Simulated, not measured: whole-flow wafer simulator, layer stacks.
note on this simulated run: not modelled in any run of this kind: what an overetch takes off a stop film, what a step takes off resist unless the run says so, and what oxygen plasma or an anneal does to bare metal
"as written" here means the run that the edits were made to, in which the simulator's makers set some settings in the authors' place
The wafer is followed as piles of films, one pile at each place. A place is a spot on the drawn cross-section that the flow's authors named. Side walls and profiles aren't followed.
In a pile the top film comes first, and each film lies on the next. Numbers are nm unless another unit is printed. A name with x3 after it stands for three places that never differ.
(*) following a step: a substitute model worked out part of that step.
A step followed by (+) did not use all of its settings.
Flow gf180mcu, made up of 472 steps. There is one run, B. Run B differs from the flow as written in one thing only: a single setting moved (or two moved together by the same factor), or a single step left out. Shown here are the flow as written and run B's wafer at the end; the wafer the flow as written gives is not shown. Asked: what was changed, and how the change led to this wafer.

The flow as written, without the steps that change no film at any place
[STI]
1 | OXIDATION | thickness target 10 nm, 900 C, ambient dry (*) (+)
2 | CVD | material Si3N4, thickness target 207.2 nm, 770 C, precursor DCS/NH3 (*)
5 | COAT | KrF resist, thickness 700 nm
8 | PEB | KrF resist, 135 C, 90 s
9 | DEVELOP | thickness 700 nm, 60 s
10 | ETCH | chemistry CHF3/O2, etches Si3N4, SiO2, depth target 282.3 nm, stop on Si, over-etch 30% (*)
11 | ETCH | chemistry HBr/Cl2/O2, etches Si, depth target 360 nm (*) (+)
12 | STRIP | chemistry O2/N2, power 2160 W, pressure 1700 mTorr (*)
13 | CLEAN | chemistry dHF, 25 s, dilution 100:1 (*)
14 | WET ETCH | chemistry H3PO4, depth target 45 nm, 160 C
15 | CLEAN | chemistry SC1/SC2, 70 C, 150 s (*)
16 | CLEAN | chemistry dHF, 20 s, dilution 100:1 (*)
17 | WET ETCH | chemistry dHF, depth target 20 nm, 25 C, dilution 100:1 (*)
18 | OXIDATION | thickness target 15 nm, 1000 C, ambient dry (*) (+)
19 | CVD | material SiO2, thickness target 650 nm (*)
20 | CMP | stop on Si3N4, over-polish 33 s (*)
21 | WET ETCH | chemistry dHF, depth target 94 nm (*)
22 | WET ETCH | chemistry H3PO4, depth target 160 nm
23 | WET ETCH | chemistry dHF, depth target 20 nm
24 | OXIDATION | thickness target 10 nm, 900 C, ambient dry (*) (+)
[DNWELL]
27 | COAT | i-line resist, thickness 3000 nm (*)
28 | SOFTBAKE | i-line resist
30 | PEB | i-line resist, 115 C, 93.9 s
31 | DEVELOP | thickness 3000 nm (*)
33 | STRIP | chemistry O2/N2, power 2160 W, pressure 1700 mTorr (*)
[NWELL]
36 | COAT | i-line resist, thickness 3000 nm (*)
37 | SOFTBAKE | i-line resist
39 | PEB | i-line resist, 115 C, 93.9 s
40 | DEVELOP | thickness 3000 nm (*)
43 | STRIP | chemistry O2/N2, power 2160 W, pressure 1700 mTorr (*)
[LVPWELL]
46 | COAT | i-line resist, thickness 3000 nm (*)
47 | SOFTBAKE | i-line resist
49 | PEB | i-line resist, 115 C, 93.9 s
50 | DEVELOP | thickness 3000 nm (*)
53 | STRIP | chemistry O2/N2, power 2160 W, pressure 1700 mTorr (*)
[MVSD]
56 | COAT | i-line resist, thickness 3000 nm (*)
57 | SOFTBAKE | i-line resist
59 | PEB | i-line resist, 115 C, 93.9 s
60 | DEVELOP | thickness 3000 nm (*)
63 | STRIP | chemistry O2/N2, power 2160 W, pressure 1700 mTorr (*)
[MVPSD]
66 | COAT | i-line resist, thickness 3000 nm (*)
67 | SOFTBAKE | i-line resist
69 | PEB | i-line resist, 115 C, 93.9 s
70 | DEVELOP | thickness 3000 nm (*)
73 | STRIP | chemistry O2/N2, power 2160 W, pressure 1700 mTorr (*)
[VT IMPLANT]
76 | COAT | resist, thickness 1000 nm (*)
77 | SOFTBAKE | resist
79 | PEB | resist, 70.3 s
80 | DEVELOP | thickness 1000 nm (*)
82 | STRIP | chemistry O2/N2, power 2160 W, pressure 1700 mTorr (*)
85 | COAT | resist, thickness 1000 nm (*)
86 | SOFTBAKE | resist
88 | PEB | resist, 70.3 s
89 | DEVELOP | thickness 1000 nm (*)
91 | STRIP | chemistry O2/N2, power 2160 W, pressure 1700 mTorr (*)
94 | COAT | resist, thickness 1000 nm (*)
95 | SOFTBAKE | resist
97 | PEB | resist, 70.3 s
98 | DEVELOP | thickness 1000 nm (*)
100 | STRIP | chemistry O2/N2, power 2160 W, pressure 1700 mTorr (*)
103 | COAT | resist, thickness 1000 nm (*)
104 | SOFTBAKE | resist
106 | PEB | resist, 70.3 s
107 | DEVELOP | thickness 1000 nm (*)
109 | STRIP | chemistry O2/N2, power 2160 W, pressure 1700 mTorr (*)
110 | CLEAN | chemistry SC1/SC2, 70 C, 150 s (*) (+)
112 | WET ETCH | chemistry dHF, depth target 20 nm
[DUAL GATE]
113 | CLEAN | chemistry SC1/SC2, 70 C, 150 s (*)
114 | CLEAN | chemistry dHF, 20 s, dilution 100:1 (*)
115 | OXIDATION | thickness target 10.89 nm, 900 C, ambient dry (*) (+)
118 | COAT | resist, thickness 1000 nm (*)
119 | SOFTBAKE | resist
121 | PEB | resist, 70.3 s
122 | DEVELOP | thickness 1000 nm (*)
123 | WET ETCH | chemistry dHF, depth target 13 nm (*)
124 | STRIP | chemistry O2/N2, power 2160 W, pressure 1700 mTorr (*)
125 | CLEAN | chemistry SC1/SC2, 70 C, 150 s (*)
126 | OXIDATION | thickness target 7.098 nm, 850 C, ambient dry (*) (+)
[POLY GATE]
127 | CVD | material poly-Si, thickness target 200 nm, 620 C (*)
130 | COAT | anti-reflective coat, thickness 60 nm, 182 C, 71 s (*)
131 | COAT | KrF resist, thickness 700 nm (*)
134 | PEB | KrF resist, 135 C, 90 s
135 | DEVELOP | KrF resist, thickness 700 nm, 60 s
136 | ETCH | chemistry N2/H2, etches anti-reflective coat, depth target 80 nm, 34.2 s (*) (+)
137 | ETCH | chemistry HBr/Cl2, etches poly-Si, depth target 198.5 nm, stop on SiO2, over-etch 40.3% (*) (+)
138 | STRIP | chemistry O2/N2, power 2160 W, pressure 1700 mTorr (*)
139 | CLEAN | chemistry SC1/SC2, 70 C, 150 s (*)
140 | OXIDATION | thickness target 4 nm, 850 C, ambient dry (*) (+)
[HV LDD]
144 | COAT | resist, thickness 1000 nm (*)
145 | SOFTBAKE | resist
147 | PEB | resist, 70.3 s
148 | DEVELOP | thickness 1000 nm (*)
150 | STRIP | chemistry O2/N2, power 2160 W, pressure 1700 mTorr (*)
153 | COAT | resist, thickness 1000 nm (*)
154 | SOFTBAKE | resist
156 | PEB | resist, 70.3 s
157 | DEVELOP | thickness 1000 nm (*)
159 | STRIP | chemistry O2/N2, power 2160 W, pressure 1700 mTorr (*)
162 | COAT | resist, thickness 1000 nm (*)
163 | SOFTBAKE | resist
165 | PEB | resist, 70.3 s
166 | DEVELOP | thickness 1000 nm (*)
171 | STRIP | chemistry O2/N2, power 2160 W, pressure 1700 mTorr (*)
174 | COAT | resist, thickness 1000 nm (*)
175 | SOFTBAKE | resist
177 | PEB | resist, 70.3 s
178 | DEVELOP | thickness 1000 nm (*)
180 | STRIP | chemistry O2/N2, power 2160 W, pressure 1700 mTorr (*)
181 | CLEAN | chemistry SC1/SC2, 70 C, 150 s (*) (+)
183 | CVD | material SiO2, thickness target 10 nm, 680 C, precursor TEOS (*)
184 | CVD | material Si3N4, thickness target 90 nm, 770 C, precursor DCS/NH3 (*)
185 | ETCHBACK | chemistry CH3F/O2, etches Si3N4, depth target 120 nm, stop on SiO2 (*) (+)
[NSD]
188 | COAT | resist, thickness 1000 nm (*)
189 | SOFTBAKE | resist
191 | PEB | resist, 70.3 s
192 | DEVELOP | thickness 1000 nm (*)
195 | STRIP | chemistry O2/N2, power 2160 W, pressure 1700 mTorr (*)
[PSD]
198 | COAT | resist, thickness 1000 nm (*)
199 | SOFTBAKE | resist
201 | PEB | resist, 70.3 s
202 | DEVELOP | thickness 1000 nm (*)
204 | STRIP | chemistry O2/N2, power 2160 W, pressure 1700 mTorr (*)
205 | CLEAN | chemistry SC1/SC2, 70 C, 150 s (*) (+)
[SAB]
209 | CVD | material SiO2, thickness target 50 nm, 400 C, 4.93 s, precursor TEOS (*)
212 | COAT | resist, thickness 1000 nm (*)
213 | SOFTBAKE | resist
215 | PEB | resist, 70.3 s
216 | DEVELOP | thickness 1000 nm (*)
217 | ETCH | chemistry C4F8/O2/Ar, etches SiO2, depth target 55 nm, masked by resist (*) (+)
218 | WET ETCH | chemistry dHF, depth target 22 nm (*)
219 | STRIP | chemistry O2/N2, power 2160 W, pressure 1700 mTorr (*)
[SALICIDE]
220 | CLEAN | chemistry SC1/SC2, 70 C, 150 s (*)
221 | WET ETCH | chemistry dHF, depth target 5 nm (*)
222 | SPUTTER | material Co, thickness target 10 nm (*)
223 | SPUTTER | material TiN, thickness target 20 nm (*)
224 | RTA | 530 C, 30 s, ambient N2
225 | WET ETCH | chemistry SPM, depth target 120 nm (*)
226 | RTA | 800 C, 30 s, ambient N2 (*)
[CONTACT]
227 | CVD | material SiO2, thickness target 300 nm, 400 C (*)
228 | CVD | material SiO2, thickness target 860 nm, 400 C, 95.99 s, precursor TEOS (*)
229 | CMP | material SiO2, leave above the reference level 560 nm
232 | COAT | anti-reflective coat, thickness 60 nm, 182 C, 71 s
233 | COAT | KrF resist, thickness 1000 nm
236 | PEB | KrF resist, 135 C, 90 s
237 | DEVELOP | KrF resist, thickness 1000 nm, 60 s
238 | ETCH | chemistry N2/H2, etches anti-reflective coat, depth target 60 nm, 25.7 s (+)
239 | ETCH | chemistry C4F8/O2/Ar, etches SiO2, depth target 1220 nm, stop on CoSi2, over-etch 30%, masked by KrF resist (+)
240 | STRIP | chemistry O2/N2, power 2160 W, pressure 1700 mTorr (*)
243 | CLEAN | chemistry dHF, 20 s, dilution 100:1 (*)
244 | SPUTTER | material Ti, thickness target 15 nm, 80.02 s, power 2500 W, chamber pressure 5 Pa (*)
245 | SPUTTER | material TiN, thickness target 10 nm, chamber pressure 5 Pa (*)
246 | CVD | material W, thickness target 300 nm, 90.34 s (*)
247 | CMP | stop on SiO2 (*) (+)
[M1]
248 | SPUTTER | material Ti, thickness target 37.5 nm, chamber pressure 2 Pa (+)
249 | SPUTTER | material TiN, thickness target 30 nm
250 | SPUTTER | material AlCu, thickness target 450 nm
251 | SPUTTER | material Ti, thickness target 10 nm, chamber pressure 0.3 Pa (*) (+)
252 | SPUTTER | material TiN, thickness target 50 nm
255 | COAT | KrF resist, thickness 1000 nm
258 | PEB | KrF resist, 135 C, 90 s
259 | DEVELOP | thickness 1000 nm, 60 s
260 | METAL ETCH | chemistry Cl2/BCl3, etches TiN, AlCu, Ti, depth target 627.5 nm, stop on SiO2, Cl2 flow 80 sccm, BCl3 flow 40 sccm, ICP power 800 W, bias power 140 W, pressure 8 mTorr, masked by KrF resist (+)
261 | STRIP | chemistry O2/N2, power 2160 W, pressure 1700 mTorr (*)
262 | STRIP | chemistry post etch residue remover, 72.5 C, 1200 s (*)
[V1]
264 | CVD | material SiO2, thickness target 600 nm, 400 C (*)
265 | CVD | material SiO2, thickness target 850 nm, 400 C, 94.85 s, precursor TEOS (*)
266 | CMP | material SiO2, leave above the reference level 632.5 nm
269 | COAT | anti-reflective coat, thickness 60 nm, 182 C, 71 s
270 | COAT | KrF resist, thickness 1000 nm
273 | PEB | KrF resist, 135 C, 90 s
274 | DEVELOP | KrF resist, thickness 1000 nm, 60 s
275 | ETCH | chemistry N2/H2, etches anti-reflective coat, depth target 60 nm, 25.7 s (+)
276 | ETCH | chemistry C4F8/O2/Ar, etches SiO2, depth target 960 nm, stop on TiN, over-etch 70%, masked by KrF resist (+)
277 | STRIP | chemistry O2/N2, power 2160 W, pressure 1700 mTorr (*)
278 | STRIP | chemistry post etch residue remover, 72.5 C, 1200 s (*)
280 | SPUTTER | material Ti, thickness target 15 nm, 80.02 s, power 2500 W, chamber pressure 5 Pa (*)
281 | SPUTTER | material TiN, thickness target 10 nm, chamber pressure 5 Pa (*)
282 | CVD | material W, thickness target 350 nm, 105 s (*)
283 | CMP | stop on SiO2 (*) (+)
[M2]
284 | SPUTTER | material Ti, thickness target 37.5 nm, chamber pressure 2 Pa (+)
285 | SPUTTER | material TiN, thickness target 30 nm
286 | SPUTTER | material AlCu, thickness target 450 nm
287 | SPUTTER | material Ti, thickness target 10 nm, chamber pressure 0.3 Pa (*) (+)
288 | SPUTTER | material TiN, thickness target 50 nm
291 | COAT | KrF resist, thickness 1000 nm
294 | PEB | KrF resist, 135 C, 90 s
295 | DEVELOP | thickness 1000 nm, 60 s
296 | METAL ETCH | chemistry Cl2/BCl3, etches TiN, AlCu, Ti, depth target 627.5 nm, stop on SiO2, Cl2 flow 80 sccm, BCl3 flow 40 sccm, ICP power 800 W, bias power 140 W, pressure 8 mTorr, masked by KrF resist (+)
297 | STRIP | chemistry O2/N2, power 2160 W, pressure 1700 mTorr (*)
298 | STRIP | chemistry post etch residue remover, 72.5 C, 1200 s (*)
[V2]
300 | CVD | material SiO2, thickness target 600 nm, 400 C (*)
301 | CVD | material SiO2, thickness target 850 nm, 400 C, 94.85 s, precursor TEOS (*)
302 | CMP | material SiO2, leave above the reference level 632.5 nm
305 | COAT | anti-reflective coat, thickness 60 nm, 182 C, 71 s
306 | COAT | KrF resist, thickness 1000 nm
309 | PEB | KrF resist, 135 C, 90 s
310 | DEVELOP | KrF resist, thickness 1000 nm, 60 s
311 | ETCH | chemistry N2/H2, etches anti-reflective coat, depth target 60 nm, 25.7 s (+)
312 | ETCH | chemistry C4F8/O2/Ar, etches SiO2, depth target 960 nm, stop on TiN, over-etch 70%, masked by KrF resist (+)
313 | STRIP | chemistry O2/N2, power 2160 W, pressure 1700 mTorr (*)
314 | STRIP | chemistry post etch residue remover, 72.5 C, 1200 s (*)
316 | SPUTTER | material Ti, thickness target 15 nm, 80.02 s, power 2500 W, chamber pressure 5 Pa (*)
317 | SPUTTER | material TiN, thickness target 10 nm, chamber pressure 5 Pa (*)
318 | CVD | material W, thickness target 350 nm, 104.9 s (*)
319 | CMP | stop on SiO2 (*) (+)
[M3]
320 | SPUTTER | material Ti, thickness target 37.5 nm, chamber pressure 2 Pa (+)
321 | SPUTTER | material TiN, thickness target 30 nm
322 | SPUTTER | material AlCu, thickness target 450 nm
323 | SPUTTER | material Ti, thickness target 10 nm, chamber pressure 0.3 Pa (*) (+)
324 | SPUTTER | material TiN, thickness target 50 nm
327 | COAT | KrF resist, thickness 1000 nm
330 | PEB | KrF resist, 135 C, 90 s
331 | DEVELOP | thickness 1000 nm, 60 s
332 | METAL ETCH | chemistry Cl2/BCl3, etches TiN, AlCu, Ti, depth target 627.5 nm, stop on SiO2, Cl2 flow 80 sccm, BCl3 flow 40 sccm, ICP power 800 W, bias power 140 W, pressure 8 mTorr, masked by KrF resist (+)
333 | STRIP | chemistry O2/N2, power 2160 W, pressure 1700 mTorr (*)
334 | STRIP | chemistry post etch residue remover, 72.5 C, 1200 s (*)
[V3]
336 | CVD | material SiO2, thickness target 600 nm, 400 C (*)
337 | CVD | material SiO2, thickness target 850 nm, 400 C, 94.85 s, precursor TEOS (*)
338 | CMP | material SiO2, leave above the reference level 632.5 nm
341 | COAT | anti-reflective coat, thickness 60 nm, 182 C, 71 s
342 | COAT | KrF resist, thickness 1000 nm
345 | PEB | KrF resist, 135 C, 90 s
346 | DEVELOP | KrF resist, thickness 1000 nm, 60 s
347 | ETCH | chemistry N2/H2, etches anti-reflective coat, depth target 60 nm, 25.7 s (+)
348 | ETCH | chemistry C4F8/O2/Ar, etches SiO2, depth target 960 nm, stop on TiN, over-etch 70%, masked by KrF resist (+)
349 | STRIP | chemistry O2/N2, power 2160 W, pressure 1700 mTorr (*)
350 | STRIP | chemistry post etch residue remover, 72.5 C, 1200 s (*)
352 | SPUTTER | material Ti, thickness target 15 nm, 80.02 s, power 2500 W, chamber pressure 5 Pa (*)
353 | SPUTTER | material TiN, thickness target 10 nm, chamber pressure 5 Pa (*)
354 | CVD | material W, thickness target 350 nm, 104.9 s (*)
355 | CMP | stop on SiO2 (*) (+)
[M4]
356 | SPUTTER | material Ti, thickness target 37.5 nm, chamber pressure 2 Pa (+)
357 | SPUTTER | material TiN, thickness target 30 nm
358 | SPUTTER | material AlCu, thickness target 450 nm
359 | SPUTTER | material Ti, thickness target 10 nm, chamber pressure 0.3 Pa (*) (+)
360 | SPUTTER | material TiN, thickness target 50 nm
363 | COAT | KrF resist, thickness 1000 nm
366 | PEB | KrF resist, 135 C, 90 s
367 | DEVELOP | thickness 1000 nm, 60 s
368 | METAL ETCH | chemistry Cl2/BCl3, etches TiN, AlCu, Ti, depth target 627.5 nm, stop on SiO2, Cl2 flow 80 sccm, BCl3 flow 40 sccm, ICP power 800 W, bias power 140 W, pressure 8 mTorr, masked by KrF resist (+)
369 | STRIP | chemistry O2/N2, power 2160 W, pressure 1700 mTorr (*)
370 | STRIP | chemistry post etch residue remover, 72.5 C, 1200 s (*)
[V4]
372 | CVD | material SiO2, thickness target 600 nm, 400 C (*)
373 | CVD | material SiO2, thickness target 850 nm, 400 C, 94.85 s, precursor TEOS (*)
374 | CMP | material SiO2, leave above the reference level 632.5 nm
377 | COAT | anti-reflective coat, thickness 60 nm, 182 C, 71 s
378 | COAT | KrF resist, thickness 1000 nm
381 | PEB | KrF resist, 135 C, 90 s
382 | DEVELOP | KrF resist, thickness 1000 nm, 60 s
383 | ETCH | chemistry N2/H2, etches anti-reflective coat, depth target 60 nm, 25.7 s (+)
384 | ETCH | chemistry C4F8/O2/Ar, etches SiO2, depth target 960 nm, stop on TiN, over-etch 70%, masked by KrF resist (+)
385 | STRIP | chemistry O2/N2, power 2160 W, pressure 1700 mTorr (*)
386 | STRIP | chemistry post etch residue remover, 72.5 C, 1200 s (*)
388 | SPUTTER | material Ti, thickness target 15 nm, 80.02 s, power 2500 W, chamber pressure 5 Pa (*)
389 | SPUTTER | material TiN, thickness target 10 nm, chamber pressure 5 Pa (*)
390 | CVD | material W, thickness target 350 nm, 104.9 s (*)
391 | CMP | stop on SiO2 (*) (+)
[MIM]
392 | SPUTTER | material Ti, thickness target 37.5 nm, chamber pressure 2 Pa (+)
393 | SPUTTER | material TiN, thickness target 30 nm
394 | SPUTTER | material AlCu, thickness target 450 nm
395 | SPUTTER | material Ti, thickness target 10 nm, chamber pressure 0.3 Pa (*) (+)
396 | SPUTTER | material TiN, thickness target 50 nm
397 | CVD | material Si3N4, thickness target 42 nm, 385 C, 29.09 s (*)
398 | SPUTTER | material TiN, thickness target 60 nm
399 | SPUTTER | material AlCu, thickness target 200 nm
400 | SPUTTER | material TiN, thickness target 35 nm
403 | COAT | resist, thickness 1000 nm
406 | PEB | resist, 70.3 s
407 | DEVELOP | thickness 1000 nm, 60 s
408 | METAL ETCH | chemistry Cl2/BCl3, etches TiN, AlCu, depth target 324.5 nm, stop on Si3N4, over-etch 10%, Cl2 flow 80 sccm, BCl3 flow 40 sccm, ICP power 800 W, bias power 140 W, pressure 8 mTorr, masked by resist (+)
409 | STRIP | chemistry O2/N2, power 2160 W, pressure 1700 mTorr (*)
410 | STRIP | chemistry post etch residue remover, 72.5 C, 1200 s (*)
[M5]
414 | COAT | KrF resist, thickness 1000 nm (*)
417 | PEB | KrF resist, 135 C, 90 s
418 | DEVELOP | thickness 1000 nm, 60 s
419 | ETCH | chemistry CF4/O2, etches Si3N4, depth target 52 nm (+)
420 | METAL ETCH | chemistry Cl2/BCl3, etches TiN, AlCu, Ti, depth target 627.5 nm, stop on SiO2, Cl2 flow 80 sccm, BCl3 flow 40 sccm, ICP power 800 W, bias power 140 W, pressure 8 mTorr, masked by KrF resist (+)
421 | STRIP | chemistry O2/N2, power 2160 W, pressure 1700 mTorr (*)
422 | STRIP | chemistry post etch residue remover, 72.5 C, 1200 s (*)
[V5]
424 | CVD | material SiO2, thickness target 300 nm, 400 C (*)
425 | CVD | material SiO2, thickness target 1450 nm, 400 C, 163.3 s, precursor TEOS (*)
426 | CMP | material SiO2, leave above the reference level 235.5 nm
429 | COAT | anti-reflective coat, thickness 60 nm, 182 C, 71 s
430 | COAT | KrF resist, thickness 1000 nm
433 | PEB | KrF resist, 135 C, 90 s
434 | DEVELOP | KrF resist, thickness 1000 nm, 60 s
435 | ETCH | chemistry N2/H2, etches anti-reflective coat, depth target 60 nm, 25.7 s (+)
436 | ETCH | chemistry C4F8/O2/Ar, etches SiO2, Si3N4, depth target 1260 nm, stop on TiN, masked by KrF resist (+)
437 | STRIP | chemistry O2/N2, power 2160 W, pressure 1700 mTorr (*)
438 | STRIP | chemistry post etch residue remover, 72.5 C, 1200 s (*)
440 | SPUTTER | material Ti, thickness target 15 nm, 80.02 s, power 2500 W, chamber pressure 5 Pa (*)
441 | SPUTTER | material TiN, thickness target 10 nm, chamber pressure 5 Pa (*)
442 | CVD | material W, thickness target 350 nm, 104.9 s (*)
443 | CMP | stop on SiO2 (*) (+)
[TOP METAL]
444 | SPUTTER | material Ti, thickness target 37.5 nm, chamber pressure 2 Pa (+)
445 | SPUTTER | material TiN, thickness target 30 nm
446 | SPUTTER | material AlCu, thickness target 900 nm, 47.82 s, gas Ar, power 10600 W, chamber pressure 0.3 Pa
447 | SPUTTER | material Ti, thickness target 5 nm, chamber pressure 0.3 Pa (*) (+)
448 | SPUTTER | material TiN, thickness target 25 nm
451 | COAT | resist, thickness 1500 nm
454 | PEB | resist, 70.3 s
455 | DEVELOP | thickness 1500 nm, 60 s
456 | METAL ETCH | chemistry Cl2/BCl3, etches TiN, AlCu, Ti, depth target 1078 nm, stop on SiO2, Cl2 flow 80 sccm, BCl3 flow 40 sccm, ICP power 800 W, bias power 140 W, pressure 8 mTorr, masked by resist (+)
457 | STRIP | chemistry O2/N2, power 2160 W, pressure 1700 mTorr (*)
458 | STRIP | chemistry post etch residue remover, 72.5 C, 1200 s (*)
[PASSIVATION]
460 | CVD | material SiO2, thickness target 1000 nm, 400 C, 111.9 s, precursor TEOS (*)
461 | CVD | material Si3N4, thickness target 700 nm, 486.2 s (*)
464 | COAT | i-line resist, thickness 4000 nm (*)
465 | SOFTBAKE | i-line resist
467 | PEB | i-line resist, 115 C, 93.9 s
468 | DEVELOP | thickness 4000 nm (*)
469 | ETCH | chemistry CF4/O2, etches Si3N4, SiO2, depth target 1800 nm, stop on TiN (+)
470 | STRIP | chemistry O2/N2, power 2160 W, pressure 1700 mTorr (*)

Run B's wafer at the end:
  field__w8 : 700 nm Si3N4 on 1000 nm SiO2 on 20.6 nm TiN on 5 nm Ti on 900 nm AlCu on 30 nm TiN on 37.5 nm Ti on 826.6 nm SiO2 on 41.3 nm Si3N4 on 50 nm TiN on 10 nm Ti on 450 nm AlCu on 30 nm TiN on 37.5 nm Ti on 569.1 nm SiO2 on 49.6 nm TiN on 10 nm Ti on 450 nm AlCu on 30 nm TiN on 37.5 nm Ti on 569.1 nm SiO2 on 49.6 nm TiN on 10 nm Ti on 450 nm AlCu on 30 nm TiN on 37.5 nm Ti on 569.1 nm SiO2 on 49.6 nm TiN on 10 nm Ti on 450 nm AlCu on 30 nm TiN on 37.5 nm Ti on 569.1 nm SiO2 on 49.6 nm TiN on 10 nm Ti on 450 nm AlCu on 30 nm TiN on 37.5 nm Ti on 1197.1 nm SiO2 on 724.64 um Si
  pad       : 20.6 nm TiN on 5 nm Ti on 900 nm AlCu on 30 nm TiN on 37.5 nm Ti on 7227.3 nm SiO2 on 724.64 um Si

The reason: step 448, SPUTTER: thickness target 21 nm was run, while the flow as written has thickness target 25 nm.

The path from the change to this, step by step:
  448 | SPUTTER | material TiN, thickness target 25 nm
      field, field__w1, field__w2 and 109 more: +21 TiN (new film) (it would be, as written: +25 TiN (new film))
  456 | METAL ETCH | chemistry Cl2/BCl3, etches TiN, AlCu, Ti, depth target 1078 nm, stop on SiO2, Cl2 flow 80 sccm, BCl3 flow 40 sccm, ICP power 800 W, bias power 140 W, pressure 8 mTorr, masked by resist (+)
      field, field__w1, field__w2 and 103 more: -21 TiN (all of it), -5 Ti (all of it), -900 AlCu (all of it), -30 TiN (all of it), -37.5 Ti (all of it) (it would be, as written: -25 TiN (all of it), -5 Ti (all of it), -900 AlCu (all of it), -30 TiN (all of it), -37.5 Ti (all of it))
